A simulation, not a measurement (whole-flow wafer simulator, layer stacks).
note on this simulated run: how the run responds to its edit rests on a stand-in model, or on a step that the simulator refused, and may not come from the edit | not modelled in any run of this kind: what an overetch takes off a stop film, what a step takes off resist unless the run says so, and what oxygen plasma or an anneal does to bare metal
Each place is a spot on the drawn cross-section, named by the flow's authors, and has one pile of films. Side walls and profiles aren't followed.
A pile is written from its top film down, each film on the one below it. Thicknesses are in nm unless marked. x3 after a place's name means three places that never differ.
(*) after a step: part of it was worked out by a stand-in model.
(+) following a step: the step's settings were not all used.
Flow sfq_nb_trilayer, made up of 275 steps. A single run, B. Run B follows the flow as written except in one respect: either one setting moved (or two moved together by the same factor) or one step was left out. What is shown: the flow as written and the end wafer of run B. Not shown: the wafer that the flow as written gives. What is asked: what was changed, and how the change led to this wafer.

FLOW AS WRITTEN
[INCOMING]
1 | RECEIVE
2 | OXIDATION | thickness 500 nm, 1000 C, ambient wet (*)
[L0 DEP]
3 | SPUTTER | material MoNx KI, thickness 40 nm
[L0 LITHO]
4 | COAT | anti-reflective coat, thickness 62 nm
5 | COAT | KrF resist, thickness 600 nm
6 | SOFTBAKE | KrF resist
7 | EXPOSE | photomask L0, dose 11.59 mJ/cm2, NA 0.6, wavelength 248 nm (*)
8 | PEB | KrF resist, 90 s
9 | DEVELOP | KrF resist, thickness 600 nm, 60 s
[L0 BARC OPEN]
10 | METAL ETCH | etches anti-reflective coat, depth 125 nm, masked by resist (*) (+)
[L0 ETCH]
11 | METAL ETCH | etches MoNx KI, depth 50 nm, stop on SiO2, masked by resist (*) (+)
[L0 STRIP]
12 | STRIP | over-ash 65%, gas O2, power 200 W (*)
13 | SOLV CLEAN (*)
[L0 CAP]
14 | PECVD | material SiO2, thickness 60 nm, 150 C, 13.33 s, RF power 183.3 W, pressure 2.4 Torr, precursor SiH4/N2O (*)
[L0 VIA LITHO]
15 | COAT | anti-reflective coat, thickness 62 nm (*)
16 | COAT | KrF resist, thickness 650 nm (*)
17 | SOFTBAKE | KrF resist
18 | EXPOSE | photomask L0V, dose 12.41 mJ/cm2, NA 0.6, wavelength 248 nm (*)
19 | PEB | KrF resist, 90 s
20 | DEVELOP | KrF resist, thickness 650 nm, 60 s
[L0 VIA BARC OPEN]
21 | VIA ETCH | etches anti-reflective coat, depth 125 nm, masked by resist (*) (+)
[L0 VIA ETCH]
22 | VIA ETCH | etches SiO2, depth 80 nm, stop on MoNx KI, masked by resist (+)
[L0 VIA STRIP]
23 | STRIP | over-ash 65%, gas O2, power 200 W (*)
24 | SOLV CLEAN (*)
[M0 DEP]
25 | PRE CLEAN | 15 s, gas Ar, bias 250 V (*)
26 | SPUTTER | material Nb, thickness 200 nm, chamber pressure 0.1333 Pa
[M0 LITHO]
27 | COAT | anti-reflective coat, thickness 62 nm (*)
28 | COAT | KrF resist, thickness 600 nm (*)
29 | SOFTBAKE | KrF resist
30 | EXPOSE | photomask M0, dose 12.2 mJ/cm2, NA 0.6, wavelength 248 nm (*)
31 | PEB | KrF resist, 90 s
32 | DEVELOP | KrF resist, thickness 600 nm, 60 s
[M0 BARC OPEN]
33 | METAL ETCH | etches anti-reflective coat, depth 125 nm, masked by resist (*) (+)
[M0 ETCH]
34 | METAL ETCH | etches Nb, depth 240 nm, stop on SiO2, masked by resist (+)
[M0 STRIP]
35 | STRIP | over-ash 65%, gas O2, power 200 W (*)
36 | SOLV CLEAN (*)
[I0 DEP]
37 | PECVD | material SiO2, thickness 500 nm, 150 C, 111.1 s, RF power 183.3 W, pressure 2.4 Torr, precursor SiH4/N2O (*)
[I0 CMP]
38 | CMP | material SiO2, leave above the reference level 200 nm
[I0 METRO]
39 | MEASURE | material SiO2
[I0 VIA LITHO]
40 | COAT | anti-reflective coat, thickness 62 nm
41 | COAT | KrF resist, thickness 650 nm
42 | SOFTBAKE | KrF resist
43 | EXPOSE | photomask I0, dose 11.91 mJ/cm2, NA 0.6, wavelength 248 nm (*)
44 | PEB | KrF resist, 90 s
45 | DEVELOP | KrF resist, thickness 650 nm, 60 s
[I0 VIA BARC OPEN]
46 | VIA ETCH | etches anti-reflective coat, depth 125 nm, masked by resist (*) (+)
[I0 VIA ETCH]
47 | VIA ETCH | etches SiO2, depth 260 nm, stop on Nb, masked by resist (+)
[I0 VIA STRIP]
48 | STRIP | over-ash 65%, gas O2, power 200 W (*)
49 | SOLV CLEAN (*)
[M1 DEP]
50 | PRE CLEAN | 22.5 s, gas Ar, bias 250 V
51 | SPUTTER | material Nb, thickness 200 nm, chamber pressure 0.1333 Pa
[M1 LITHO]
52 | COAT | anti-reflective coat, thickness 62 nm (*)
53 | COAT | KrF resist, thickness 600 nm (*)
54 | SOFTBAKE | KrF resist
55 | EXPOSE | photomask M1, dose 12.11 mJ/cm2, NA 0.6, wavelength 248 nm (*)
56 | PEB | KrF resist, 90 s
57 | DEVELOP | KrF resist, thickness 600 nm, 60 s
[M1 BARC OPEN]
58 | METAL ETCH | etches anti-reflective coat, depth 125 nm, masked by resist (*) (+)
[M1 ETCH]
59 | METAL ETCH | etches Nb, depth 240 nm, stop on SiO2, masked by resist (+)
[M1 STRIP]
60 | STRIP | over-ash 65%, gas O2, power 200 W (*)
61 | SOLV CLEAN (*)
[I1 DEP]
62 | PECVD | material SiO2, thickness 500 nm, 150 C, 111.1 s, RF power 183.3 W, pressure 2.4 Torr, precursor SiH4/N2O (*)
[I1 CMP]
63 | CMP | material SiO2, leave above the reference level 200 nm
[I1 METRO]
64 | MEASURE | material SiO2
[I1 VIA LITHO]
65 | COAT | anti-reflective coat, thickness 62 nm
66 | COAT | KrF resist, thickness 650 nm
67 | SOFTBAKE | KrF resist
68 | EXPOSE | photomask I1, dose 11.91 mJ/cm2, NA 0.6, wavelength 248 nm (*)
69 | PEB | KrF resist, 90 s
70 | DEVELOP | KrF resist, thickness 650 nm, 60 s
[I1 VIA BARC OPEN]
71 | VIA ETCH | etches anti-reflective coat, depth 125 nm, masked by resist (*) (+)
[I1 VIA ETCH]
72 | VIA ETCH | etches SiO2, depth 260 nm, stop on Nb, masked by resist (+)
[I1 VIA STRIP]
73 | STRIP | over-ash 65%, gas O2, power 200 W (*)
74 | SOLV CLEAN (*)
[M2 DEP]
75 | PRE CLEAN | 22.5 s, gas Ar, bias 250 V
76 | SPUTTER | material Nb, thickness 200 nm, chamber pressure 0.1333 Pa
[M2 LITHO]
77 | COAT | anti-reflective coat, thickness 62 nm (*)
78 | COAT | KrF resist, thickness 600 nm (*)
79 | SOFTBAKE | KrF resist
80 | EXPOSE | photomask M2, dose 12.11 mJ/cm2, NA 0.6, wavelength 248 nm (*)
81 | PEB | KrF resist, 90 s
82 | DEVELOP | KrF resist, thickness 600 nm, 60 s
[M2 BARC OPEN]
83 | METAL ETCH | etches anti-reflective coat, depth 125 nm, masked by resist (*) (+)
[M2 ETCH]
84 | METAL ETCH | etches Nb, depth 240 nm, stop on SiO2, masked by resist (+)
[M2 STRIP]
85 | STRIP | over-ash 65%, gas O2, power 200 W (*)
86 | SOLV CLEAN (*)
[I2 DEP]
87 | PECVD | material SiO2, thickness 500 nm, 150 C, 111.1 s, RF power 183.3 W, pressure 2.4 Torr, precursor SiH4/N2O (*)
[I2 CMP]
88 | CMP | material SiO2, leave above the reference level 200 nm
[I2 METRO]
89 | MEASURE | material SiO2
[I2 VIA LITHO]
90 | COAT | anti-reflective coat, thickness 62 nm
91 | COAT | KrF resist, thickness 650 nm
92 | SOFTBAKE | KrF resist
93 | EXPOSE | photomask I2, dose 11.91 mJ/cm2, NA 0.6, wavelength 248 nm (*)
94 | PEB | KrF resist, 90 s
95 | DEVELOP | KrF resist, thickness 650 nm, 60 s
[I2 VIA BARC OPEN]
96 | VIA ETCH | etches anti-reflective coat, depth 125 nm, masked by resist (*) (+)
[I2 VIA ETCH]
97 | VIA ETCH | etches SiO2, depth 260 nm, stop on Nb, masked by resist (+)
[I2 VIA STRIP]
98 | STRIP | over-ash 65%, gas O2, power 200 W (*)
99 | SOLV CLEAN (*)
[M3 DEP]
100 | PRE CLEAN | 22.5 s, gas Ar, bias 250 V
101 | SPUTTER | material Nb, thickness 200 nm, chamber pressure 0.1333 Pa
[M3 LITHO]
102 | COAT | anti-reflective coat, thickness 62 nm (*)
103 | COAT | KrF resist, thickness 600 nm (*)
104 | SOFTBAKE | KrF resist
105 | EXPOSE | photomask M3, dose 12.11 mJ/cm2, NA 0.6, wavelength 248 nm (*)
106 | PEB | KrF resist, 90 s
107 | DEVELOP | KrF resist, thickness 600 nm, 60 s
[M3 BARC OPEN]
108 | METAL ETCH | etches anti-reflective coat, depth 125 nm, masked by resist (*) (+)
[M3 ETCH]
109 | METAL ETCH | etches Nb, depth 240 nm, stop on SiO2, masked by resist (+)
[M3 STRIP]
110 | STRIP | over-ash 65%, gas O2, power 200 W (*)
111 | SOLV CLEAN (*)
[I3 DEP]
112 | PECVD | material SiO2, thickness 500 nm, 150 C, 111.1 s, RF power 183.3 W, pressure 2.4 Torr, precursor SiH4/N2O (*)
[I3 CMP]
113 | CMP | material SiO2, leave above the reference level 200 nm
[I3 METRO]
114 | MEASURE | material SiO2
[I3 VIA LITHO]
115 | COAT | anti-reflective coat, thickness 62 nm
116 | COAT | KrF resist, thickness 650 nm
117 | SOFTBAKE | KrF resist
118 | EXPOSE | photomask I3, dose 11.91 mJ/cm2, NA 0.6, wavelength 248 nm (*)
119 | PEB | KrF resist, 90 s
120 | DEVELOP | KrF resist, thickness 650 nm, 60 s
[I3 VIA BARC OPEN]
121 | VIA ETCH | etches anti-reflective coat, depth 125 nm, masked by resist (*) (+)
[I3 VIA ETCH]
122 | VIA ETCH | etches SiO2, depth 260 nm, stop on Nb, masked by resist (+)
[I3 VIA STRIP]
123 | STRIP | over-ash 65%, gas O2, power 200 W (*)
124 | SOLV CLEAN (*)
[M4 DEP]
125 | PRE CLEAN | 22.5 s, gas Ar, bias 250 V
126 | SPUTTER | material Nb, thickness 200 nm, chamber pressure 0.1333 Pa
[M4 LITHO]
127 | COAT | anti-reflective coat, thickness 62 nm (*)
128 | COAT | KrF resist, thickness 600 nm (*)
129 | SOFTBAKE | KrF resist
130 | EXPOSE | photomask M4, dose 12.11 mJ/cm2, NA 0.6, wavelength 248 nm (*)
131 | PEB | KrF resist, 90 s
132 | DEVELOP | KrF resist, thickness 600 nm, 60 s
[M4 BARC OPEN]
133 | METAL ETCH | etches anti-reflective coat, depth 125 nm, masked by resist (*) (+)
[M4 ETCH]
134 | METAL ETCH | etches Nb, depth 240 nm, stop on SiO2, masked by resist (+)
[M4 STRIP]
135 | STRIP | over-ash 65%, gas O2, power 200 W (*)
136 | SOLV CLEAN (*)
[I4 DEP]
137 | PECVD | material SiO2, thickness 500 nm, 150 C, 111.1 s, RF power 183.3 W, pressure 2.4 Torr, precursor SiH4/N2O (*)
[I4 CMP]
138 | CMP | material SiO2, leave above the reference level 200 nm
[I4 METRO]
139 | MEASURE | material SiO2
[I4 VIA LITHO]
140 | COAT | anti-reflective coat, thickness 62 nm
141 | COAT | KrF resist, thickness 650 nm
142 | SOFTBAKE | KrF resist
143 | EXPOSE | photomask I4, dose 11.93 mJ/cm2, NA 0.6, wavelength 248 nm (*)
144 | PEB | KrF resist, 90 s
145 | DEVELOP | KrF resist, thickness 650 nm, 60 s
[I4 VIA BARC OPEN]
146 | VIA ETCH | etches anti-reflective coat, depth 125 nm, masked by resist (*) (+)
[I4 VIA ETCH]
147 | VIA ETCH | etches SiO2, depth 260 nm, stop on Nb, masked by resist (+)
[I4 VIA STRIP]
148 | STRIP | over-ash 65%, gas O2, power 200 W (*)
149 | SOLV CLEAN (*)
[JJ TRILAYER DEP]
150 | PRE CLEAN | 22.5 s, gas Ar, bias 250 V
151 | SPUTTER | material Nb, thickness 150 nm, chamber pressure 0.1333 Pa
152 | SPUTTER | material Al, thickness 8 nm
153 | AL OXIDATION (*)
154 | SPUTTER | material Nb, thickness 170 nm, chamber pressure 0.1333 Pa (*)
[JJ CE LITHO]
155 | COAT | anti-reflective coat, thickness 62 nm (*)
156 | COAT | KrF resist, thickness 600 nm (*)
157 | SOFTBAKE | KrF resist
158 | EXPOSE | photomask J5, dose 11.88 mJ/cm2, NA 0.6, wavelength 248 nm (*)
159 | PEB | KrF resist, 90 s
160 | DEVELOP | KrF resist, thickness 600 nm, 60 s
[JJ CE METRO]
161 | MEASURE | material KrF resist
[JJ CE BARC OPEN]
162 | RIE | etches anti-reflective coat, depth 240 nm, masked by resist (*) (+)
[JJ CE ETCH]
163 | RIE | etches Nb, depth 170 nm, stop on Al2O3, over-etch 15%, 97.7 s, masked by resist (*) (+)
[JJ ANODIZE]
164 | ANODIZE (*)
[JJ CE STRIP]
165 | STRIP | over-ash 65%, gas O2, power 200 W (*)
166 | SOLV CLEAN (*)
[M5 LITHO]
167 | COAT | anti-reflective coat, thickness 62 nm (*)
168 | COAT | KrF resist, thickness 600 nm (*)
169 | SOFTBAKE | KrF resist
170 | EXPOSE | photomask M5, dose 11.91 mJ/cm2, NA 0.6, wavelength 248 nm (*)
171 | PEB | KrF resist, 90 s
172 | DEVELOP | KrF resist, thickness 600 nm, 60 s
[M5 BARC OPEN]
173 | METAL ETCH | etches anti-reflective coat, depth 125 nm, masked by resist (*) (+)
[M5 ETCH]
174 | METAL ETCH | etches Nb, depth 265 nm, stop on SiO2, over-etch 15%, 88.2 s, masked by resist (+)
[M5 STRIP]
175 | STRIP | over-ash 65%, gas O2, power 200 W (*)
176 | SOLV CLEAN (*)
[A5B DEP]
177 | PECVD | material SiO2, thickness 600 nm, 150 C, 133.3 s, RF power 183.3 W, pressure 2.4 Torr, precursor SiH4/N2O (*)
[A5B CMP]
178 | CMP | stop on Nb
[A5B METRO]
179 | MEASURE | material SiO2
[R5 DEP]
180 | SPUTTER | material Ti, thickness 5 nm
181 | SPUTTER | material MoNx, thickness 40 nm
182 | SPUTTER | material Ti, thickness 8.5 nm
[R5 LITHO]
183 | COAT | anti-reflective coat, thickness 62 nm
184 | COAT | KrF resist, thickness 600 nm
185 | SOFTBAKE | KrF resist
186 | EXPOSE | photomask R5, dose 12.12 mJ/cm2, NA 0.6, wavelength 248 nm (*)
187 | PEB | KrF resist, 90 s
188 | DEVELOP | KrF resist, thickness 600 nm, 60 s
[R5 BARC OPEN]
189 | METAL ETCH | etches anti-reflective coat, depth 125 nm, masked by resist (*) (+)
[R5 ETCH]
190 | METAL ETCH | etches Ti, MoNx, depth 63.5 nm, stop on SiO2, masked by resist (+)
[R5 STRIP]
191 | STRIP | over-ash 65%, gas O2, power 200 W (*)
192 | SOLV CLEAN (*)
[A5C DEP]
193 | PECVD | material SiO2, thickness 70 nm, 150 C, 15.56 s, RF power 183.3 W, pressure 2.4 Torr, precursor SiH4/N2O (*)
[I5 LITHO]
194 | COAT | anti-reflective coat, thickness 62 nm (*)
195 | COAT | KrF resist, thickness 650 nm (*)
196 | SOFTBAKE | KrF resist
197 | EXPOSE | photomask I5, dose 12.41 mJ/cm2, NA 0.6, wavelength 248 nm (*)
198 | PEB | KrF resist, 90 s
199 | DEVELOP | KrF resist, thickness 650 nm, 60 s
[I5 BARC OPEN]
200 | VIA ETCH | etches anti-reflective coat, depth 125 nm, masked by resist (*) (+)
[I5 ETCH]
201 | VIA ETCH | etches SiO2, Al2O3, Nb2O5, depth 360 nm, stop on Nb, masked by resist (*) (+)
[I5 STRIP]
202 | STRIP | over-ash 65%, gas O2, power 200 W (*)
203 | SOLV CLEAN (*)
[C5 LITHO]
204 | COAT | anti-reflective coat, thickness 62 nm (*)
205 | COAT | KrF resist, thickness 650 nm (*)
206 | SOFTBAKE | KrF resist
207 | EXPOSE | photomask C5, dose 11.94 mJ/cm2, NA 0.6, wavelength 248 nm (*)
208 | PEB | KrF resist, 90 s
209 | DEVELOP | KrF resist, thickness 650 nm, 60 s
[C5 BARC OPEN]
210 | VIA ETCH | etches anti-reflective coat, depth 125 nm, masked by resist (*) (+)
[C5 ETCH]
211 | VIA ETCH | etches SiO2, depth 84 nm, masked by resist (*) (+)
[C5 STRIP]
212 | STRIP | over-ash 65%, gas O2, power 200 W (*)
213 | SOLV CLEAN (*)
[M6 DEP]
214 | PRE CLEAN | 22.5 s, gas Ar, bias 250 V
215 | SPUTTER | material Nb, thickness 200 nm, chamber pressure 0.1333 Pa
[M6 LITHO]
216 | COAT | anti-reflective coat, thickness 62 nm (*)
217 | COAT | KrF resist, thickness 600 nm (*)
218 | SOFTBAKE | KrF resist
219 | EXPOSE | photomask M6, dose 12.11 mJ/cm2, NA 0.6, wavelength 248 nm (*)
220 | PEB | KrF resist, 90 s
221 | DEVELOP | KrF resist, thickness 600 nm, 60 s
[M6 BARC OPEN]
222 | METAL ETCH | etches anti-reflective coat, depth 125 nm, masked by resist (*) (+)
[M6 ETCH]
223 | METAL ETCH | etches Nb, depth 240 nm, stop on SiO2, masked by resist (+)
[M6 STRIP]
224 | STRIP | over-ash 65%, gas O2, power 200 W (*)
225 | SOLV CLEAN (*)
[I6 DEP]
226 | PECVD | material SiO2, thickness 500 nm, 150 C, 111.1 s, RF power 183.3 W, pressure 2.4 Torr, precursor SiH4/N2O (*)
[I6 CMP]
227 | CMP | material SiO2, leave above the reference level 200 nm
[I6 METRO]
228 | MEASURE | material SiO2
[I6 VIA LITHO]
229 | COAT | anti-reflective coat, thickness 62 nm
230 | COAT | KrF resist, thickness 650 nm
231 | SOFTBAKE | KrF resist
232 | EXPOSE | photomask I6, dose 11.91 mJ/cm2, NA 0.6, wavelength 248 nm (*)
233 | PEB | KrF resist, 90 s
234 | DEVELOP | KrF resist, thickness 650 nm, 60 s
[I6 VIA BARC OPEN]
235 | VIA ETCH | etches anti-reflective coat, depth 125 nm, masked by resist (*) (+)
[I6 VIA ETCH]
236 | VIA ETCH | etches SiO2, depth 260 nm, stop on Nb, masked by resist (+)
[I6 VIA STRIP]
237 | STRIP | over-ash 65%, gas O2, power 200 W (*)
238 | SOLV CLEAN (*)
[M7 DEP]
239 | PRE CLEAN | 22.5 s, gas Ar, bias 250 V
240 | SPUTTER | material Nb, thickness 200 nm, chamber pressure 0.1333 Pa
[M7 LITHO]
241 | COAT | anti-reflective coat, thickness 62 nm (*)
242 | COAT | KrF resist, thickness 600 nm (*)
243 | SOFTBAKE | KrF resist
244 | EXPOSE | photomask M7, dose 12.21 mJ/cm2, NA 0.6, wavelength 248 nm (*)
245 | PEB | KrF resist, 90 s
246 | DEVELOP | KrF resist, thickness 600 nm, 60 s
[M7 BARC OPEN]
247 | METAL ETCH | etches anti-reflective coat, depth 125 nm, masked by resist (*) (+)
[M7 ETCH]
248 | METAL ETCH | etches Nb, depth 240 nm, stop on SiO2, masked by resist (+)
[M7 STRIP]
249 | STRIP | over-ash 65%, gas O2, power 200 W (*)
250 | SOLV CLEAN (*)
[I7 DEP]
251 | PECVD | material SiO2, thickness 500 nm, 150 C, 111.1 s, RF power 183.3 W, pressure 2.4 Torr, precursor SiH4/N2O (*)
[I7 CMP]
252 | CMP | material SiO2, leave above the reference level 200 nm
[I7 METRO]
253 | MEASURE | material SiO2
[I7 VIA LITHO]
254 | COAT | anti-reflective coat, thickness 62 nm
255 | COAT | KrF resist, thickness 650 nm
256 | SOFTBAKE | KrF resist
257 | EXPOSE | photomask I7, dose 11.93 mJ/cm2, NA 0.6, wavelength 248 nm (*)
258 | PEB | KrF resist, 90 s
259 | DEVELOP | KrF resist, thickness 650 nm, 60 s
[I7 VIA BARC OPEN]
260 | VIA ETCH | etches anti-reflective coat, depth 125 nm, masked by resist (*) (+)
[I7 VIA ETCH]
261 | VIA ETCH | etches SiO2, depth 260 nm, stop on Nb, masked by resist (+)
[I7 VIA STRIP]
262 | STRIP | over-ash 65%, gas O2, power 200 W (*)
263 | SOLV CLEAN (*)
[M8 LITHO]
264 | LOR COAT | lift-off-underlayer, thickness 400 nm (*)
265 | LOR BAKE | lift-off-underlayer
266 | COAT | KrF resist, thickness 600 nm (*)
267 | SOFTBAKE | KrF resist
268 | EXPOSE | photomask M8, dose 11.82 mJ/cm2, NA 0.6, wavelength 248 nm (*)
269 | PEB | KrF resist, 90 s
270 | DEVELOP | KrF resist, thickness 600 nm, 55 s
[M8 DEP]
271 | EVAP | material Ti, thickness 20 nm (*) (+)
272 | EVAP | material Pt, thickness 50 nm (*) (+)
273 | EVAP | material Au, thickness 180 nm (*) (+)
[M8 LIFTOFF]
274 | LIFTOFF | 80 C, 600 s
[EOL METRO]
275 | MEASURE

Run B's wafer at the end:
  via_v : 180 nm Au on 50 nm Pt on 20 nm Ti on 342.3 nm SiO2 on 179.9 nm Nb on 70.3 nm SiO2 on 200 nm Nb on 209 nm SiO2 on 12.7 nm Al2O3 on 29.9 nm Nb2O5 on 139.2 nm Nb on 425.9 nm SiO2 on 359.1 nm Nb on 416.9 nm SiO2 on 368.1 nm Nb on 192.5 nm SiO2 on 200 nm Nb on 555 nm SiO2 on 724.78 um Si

What caused this: step 236, VIA ETCH: depth 122 nm was run, while the flow as written has depth 260 nm.

How this came from the change, step by step:
  236 | VIA ETCH | etches SiO2, depth 260 nm, stop on Nb, masked by resist (+)
      via_v: SiO2 loses 122 (it would be, as written: SiO2 loses 199.8 (all of it))
      field_l, v_sur, via_wl and 102 more: KrF resist loses 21 (it would be, as written: KrF resist loses 44.8)
  237 | STRIP | over-ash 65%, gas O2, power 200 W (*)
      field_l, v_sur, via_wl and 102 more: KrF resist loses 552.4 (all of it), anti-reflective coat loses 62 (all of it) (it would be, as written: KrF resist loses 528.6 (all of it), anti-reflective coat loses 62 (all of it))
  239 | PRE CLEAN | 22.5 s, gas Ar, bias 250 V
      via_v: SiO2 loses 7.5 (it would be, as written: Nb loses 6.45)
  240 | SPUTTER | material Nb, thickness 200 nm, chamber pressure 0.1333 Pa
      via_v: Nb gains 179.9 (new film) (it would be, as written: Nb gains 161.1)
  241 | COAT | anti-reflective coat, thickness 62 nm (*)
      via_sp: anti-reflective coat gains 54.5 (new film) (it would be, as written: anti-reflective coat gains 53.1 (new film))
      via_v: anti-reflective coat gains 107.8 (new film) (it would be, as written: anti-reflective coat gains 126 (new film))
      (as well as at 1 more place)
  242 | COAT | KrF resist, thickness 600 nm (*)
      via_v: KrF resist gains 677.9 (new film) (it would be, as written: KrF resist gains 742.5 (new film))
  249 | STRIP | over-ash 65%, gas O2, power 200 W (*)
      via_sp: KrF resist loses 379 (all of it), anti-reflective coat loses 54.5 (all of it) (it would be, as written: KrF resist loses 373.6 (all of it), anti-reflective coat loses 53.1 (all of it))
      via_v: KrF resist loses 460.1 (all of it), anti-reflective coat loses 107.8 (all of it) (it would be, as written: KrF resist loses 524.5 (all of it), anti-reflective coat loses 126 (all of it))
      (as well as at 1 more place)
  251 | PECVD | material SiO2, thickness 500 nm, 150 C, 111.1 s, RF power 183.3 W, pressure 2.4 Torr, precursor SiH4/N2O (*)
      via_v: SiO2 gains 500 (new film) (it would be, as written: SiO2 gains 621 (new film))
  252 | CMP | material SiO2, leave above the reference level 200 nm
      via_v: SiO2 loses 157.7 (it would be, as written: SiO2 loses 183.1)
If metal films that touch count as one body, via_v has 7 bodies (between them, from the top down: SiO2 342.3; SiO2 70.3; SiO2 209 / Al2O3 12.7 / Nb2O5 29.9; SiO2 425.9; SiO2 416.9; SiO2 192.5); the flow as written gives 6 bodies (between them, from the top down: SiO2 437.8; SiO2 209 / Al2O3 12.7 / Nb2O5 29.9; SiO2 425.9; SiO2 416.9; SiO2 192.5).
